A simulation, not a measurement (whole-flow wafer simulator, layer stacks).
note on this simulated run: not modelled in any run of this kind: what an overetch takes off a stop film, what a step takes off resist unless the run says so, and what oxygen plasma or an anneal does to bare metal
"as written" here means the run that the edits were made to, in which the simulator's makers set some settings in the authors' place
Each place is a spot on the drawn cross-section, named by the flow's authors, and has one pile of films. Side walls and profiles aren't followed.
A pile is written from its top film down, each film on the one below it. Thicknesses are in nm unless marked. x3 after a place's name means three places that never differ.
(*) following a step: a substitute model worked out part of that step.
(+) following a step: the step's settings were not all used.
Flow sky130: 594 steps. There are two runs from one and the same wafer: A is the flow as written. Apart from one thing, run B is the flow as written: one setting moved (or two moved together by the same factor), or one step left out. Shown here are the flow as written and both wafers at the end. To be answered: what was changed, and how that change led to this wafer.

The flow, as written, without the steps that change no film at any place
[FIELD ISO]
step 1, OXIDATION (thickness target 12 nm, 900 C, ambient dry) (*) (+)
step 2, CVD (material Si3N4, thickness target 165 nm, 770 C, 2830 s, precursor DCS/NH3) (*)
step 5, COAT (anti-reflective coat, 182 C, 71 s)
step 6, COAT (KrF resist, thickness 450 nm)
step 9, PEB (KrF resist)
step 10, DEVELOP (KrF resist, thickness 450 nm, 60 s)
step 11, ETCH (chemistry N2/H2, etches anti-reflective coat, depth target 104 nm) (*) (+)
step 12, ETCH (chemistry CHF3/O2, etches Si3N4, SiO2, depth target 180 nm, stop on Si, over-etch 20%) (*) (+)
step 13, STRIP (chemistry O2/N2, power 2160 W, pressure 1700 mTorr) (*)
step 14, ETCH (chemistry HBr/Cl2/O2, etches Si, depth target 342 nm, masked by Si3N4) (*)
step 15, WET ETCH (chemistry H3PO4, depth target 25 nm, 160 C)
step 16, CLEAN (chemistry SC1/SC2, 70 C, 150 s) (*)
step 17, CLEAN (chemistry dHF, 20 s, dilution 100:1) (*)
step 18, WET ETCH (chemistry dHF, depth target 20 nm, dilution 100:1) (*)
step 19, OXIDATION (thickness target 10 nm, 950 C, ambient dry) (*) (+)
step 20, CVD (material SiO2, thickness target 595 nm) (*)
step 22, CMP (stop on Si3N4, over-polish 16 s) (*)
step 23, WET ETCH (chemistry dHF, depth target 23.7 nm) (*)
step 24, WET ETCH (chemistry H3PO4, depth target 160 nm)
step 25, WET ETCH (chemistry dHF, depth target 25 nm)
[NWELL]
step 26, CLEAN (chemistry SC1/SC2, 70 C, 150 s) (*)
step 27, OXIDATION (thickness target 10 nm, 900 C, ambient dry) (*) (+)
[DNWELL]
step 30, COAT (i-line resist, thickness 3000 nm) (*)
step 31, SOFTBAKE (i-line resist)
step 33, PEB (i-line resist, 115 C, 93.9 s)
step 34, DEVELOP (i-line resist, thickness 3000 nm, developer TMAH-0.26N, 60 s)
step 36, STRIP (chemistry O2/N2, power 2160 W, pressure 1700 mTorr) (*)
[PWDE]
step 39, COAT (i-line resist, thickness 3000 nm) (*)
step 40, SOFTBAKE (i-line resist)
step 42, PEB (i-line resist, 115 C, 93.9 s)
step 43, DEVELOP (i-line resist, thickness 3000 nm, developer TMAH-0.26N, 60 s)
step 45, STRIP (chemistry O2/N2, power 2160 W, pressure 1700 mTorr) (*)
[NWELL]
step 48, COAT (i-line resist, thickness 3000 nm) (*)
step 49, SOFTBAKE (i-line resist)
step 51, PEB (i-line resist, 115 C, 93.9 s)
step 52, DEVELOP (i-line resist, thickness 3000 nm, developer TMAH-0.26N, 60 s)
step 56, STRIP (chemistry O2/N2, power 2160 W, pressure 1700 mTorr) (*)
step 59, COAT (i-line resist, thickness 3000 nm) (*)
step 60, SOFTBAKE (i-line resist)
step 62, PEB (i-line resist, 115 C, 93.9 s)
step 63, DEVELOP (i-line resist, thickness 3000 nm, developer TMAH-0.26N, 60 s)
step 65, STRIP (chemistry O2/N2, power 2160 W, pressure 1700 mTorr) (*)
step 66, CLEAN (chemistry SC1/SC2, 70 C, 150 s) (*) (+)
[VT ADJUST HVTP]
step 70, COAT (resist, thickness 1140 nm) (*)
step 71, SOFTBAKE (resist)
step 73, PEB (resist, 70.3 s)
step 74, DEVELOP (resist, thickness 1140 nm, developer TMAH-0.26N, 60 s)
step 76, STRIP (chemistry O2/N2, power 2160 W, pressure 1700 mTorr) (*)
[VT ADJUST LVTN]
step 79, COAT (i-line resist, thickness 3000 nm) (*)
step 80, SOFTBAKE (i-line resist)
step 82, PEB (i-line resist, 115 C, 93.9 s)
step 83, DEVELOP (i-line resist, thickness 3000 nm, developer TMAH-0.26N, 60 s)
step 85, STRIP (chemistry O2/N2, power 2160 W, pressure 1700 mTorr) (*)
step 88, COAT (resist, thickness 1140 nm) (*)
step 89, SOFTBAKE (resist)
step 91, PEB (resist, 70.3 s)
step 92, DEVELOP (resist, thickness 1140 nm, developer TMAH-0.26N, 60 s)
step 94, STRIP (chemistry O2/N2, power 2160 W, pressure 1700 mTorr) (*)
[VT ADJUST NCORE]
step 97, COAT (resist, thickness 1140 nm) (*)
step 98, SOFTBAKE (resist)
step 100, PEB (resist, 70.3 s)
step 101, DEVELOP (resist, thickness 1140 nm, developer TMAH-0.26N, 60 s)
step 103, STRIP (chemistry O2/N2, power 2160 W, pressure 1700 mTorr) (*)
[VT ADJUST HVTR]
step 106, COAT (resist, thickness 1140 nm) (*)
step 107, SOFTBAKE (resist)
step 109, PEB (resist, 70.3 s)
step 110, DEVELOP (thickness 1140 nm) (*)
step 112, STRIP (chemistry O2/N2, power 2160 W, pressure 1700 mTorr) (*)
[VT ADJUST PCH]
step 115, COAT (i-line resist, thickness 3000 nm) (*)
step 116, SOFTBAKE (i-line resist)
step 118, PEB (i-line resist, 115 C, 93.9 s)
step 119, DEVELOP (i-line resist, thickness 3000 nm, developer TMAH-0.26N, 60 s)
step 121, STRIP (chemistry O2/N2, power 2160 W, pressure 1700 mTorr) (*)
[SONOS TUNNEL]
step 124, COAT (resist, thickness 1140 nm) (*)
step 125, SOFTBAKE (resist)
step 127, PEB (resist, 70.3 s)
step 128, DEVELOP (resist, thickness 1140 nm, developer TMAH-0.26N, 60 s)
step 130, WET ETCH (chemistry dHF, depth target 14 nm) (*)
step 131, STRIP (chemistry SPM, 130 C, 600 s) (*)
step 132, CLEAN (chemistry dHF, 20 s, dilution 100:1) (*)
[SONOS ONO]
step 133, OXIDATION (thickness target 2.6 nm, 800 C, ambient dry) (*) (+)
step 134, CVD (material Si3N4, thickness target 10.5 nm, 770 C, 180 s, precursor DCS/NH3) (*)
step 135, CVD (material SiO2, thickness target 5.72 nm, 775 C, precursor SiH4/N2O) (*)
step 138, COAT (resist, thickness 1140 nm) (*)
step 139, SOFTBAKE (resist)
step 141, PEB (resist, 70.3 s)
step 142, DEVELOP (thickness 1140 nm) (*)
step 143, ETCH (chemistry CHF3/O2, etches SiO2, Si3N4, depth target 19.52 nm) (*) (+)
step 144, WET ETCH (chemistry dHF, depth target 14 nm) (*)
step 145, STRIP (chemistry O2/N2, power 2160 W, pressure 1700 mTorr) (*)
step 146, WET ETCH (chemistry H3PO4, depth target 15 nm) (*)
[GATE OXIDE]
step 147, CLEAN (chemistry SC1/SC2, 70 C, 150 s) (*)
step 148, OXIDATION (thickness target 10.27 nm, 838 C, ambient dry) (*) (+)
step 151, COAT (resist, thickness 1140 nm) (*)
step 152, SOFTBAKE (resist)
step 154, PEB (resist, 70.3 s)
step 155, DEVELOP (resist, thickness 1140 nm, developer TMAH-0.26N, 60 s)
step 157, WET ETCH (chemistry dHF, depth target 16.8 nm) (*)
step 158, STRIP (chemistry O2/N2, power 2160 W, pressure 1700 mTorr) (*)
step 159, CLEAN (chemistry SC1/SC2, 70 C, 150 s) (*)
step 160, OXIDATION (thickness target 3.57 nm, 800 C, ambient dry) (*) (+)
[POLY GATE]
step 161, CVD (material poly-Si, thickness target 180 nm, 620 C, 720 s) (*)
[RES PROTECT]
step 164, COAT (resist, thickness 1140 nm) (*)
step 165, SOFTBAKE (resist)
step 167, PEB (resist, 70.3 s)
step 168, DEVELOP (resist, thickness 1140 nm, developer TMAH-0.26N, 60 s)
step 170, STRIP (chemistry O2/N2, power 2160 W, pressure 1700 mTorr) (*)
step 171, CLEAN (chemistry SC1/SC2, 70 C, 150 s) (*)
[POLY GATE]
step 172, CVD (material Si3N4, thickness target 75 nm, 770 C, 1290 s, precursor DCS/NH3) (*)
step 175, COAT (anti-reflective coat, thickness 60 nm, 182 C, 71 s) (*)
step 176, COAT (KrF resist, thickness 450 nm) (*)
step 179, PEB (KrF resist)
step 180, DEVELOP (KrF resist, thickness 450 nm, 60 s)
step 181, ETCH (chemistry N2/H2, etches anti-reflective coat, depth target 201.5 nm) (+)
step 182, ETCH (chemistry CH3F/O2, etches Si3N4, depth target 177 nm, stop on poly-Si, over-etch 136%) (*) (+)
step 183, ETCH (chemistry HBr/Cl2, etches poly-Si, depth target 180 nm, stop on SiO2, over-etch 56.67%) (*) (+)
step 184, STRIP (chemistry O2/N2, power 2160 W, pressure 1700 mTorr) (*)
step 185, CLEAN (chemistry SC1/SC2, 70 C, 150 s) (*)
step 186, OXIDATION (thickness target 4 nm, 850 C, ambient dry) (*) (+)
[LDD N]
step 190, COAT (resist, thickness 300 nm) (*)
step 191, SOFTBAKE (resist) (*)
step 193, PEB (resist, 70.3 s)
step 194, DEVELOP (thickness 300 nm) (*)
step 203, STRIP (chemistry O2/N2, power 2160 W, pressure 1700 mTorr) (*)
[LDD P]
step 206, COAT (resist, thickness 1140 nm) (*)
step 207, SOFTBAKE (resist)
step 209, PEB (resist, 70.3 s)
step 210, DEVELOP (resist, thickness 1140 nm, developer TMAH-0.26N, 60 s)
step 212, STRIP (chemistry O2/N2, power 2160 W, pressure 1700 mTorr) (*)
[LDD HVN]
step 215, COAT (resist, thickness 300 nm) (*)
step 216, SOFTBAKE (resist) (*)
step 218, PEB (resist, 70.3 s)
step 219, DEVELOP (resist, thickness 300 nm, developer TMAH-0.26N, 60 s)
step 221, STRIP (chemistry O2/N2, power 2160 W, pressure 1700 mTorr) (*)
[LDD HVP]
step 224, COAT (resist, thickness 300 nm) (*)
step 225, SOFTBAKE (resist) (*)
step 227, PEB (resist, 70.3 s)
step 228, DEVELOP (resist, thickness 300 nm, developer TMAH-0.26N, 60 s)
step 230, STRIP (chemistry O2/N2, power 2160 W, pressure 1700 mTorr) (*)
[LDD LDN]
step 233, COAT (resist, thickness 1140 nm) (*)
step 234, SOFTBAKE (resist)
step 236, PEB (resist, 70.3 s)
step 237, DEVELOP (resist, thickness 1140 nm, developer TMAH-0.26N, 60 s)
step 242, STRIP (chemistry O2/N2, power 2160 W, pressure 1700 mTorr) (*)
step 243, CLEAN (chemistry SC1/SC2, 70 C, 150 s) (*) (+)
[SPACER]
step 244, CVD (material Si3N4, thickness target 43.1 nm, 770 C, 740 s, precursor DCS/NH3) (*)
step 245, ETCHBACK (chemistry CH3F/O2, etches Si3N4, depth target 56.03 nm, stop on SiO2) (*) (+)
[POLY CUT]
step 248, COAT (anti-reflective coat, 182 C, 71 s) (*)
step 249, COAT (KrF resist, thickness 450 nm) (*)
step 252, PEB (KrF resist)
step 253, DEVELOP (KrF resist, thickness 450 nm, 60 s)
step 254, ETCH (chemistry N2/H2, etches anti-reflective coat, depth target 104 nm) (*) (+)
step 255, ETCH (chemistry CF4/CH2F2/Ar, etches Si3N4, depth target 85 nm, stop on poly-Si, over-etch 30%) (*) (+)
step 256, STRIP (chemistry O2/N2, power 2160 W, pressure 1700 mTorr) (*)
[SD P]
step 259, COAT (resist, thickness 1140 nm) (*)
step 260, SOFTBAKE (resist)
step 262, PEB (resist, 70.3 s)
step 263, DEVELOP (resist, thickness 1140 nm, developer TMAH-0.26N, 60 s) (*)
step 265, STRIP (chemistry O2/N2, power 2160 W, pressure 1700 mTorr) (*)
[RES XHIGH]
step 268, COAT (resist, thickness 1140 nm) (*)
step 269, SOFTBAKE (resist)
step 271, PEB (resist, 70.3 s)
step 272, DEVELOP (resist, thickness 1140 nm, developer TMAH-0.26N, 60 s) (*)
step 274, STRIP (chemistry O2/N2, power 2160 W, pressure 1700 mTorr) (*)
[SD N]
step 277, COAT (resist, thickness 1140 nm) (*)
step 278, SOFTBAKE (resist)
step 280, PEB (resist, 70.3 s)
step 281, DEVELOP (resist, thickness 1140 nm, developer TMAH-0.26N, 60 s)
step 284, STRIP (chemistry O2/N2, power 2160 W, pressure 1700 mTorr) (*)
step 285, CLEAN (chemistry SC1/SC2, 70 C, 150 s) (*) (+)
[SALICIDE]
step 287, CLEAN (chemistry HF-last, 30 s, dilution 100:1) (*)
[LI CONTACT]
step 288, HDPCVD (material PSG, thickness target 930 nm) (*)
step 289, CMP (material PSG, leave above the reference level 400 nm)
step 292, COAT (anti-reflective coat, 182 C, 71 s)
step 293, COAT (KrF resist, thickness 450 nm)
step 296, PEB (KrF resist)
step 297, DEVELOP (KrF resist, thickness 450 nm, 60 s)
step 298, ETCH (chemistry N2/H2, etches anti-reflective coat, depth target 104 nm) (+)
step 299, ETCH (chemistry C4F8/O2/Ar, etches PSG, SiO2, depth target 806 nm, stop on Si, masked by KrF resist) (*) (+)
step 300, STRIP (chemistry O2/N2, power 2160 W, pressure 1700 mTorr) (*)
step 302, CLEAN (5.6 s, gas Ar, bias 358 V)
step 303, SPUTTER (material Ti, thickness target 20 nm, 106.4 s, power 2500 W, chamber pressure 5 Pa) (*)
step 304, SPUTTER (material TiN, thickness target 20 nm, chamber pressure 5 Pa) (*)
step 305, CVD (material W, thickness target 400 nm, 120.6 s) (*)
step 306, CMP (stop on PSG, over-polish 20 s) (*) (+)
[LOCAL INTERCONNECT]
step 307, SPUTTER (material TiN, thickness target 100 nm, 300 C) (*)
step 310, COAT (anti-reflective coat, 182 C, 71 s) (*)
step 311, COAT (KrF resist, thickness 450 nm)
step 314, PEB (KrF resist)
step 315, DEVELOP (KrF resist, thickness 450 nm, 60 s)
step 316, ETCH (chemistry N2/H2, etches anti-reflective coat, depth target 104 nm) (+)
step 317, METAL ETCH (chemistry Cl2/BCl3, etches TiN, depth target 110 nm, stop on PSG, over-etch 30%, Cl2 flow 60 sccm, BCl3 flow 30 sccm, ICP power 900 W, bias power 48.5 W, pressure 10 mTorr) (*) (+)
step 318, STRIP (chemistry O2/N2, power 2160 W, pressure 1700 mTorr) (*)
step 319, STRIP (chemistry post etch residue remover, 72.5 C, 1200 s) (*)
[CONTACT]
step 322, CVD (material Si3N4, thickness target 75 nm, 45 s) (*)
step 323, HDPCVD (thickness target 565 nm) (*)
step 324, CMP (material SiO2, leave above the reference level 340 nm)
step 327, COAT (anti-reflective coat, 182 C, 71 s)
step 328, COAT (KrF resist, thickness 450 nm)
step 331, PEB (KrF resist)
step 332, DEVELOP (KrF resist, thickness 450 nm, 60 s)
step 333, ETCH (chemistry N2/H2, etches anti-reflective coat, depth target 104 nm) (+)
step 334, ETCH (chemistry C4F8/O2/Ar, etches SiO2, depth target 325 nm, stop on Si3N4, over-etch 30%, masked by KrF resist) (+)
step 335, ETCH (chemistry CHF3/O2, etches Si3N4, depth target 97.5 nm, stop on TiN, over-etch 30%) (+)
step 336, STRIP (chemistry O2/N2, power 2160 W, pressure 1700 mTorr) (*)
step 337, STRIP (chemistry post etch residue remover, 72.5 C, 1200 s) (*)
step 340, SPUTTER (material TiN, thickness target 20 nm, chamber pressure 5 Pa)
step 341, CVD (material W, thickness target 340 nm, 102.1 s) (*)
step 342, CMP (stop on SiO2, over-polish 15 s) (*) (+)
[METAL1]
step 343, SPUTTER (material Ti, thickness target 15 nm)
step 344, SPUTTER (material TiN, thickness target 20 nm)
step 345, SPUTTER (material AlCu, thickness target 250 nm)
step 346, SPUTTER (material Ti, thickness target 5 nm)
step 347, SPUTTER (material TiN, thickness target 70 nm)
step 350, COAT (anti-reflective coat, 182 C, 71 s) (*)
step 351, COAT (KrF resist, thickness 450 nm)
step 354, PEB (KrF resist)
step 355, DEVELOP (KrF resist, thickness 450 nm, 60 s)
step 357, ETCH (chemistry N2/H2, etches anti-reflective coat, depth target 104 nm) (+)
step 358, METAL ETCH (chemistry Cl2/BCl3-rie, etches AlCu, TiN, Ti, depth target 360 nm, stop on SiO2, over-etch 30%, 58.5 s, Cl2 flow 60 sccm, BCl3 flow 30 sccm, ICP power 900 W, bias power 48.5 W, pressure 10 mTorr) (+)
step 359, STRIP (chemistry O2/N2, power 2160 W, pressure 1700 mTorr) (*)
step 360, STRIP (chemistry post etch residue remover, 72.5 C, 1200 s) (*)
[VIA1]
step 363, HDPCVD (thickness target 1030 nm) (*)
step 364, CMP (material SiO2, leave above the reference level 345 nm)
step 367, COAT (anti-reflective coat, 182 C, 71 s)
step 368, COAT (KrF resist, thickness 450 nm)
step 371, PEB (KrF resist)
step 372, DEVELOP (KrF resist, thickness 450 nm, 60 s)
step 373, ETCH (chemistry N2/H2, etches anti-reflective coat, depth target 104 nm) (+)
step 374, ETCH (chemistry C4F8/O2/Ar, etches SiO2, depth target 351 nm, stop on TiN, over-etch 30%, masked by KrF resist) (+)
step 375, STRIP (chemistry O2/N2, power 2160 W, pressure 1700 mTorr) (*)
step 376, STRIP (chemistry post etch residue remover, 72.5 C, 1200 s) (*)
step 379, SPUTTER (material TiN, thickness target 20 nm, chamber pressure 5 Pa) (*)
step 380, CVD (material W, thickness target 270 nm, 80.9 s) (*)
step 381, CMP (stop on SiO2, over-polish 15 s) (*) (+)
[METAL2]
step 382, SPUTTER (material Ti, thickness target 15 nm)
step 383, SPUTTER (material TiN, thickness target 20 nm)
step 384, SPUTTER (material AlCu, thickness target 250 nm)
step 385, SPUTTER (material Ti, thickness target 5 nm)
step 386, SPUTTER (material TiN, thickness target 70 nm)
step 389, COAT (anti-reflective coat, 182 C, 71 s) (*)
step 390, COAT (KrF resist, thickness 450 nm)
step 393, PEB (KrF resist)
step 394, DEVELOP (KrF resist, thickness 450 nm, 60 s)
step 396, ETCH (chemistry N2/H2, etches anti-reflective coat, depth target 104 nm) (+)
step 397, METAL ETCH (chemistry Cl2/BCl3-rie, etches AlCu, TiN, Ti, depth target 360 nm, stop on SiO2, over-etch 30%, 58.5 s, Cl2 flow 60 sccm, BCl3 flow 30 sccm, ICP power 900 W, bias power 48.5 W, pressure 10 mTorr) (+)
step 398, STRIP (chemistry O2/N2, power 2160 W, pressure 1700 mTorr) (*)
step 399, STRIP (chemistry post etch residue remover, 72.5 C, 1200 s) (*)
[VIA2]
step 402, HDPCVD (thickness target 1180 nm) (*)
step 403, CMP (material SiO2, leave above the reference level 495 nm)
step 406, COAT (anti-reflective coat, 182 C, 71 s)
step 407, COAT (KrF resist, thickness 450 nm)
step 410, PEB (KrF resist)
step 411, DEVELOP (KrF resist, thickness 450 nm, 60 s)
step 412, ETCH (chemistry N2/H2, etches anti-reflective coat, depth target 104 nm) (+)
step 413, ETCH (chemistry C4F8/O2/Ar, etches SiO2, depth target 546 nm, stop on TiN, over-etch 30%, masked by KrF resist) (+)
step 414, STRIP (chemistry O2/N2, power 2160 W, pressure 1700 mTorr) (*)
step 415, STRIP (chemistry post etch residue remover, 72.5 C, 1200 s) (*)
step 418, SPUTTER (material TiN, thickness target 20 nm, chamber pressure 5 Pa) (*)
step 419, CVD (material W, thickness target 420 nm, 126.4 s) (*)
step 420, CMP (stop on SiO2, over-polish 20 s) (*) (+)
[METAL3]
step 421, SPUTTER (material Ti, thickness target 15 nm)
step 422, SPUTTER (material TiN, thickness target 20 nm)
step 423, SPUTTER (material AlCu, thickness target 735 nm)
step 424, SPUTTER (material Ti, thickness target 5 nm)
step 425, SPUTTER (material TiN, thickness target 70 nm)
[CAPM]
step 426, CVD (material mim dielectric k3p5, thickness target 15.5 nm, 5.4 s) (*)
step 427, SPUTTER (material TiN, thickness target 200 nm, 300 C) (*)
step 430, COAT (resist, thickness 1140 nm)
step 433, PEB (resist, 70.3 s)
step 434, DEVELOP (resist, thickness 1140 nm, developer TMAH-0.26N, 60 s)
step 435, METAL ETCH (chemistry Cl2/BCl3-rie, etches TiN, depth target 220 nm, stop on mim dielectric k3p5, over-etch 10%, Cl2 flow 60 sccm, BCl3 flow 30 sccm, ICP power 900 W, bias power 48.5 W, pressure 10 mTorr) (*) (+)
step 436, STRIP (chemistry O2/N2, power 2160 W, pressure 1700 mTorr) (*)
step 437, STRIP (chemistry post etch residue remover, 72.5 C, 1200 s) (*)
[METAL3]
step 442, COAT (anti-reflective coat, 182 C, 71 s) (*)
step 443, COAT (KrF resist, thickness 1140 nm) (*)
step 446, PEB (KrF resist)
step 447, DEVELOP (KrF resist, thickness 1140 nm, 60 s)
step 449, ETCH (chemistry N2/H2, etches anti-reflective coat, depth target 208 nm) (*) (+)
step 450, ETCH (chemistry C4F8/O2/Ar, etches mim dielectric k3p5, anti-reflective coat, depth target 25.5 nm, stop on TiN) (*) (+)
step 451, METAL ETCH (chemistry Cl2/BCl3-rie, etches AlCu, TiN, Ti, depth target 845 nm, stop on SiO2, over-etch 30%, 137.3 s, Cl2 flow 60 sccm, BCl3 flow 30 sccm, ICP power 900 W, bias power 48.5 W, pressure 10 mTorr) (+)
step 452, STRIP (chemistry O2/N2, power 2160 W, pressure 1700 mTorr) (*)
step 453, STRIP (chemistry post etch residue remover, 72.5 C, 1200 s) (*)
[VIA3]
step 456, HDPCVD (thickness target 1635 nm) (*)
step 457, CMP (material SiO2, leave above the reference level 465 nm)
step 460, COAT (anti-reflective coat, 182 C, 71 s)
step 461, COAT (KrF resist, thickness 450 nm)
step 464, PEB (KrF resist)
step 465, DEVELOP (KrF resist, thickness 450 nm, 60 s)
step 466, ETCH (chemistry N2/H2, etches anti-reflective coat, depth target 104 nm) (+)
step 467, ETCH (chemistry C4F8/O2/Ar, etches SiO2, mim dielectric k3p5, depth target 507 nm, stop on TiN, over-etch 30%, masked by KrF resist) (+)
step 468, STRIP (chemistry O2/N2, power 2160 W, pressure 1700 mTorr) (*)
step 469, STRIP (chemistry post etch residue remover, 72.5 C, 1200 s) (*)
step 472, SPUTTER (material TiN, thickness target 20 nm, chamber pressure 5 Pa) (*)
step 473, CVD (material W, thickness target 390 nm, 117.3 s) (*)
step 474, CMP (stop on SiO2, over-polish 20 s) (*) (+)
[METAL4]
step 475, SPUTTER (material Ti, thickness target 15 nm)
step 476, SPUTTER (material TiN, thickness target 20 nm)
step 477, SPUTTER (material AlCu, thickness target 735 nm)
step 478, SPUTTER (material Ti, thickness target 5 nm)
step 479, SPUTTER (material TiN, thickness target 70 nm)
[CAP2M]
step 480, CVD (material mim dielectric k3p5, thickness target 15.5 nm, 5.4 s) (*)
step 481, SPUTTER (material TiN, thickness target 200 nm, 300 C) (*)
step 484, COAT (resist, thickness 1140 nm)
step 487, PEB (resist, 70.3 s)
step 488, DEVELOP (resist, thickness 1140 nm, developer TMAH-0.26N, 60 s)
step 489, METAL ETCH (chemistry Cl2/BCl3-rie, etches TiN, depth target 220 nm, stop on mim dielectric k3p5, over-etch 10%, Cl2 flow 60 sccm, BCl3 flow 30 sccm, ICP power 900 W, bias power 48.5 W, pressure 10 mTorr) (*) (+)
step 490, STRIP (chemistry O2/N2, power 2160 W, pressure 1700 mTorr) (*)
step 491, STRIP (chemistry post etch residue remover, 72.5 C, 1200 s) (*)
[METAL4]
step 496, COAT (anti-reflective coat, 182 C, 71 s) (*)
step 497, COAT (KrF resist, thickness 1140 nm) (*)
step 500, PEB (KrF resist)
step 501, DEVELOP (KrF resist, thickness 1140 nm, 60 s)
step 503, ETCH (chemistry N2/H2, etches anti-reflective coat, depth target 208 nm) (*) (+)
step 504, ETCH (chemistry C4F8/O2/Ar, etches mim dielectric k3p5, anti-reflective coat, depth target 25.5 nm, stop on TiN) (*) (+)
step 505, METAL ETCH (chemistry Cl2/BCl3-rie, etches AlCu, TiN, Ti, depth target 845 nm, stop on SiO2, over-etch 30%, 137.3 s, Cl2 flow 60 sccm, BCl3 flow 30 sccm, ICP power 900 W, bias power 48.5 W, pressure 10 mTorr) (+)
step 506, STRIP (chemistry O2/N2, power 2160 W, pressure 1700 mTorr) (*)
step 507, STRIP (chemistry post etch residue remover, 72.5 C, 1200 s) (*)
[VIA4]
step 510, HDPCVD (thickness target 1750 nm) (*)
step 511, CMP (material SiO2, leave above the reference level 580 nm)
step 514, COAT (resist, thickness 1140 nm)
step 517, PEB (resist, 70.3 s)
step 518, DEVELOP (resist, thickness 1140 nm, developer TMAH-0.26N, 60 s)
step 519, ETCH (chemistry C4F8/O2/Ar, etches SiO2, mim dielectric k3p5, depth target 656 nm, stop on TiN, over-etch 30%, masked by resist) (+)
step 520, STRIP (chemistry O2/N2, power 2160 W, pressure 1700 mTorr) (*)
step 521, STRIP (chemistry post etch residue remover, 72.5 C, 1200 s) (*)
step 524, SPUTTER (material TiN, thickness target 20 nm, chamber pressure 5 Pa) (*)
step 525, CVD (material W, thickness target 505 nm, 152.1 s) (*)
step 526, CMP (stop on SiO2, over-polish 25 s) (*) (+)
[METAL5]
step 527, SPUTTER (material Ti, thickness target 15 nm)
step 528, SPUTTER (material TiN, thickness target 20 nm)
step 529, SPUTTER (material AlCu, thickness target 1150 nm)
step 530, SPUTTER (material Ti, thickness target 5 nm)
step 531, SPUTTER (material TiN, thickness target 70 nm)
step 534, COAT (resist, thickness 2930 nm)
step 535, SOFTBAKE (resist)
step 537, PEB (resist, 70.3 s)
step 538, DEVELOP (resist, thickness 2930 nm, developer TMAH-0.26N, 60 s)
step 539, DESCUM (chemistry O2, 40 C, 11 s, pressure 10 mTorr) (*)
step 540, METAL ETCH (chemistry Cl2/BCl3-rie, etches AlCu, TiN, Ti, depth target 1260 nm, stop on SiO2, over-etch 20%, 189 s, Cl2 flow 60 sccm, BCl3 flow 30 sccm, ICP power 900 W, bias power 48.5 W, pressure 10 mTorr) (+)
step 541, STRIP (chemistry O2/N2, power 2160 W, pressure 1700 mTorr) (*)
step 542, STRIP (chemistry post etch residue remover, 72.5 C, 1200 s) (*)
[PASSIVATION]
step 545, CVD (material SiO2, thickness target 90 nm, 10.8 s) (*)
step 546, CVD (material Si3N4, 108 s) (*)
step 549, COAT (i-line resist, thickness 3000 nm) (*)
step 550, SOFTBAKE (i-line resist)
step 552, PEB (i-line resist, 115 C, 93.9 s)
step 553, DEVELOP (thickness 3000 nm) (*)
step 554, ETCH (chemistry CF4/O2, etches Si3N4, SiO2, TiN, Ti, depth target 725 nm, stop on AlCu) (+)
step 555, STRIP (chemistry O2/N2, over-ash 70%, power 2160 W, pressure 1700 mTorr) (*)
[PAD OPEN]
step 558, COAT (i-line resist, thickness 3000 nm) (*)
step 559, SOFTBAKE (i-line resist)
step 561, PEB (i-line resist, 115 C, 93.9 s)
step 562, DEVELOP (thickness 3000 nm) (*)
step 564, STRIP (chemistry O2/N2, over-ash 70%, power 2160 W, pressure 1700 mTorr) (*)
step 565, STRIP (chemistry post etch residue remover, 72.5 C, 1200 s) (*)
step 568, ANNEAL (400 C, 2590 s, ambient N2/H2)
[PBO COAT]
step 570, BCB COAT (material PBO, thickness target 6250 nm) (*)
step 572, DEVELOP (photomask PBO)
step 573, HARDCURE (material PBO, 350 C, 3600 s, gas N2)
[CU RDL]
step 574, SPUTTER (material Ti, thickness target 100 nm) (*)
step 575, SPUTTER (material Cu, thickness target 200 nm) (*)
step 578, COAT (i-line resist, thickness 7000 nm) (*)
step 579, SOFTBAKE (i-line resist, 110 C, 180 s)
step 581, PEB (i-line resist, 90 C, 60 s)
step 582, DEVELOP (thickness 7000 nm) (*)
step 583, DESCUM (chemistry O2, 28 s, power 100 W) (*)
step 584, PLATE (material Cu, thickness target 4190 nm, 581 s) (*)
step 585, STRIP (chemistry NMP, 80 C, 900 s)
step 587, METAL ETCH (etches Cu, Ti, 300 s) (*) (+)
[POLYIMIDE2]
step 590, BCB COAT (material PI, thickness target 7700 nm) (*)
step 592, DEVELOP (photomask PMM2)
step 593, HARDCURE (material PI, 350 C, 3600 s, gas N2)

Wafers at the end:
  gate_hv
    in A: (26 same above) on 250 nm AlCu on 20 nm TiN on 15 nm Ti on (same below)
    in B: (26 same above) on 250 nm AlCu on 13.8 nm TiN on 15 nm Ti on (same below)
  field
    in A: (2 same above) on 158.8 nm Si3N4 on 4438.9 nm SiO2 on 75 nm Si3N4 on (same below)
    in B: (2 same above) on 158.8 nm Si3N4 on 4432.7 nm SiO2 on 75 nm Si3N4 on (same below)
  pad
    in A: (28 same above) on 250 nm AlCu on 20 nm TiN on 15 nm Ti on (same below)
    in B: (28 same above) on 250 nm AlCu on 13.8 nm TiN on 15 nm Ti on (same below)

The reason: step 344, SPUTTER: thickness target 13.8 nm was run, whereas the flow has thickness target 20 nm.
The wafer itself shows it: gate_hv has TiN 13.8, and step 344 as written asks for 20 nm.

The path from the change to this, step by step:
  step 344, SPUTTER (material TiN, thickness target 20 nm)
      field, active, n_well and 188 more: A TiN gains 20 (new film) | B TiN gains 13.8 (new film)
  step 358, METAL ETCH (chemistry Cl2/BCl3-rie, etches AlCu, TiN, Ti, depth target 360 nm, stop on SiO2, over-etch 30%, 58.5 s, Cl2 flow 60 sccm, BCl3 flow 30 sccm, ICP power 900 W, bias power 48.5 W, pressure 10 mTorr) (+)
      field, active, gate and 81 more: A TiN loses 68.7 (all of it), Ti loses 5 (all of it), AlCu loses 250 (all of it), TiN loses 20 (all of it), Ti loses 15 (all of it), SiO2 loses 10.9 | B TiN loses 68.7 (all of it), Ti loses 5 (all of it), AlCu loses 250 (all of it), TiN loses 13.8 (all of it), Ti loses 15 (all of it), SiO2 loses 11.6
